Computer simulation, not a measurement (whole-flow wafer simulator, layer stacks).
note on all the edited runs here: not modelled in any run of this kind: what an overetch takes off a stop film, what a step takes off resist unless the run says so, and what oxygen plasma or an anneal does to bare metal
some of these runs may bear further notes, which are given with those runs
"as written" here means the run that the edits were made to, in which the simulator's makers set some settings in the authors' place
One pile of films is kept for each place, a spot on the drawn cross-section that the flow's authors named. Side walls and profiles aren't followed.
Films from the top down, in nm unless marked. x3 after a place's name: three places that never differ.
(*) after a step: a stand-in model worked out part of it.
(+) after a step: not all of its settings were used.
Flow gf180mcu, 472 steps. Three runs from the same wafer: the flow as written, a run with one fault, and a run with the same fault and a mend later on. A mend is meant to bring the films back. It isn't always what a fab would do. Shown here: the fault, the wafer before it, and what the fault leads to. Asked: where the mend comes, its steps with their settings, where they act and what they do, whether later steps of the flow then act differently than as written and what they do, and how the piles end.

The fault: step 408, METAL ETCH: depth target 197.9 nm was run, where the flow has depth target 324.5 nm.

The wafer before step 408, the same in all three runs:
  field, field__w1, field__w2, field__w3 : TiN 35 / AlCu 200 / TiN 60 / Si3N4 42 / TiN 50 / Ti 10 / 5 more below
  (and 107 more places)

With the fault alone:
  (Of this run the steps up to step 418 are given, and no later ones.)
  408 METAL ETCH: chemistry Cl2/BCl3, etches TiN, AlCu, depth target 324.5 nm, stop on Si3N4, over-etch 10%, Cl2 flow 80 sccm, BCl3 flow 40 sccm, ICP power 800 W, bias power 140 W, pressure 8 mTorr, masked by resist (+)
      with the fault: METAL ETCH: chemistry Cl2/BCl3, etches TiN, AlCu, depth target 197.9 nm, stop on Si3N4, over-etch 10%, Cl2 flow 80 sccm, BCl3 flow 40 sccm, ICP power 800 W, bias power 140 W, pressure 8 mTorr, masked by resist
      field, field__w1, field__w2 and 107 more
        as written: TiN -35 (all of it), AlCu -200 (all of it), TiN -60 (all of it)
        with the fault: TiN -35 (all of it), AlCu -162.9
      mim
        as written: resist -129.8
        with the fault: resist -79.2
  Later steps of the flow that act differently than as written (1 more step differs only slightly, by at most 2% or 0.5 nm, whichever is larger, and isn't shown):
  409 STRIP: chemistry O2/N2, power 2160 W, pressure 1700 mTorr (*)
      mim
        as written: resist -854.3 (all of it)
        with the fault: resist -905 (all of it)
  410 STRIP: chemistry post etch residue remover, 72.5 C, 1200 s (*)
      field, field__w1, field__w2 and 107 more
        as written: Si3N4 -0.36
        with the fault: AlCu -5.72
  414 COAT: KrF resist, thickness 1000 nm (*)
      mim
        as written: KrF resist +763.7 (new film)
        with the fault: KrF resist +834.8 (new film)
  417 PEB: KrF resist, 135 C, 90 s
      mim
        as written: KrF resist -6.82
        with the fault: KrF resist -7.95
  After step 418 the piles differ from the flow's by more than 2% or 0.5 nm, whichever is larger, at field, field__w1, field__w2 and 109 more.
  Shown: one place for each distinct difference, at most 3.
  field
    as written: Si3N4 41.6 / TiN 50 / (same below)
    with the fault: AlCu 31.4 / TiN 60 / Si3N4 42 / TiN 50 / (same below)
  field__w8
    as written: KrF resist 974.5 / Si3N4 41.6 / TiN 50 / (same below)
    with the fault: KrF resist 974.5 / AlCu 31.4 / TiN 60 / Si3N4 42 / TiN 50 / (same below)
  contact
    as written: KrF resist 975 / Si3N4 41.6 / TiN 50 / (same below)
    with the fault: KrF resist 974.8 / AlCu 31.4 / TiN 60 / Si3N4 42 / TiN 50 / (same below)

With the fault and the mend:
  The mend comes after step 408.
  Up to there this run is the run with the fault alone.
  408a METAL ETCH: chemistry Cl2/BCl3, etches TiN, AlCu, depth target 126.6 nm, stop on Si3N4, over-etch 10%, Cl2 flow 80 sccm, BCl3 flow 40 sccm, ICP power 800 W, bias power 140 W, pressure 8 mTorr, masked by resist (+) (the flow's step 408 once more, with other settings)
      field, field__w1, field__w2 and 107 more
        AlCu -37.1 (all of it), TiN -60 (all of it)
      mim
        resist -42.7
  No later step of the flow acts differently than as written, at any place that is followed, by more than 2% or 0.5 nm, whichever is larger.
  At the end the piles are the same as the flow's at every place that both follow.
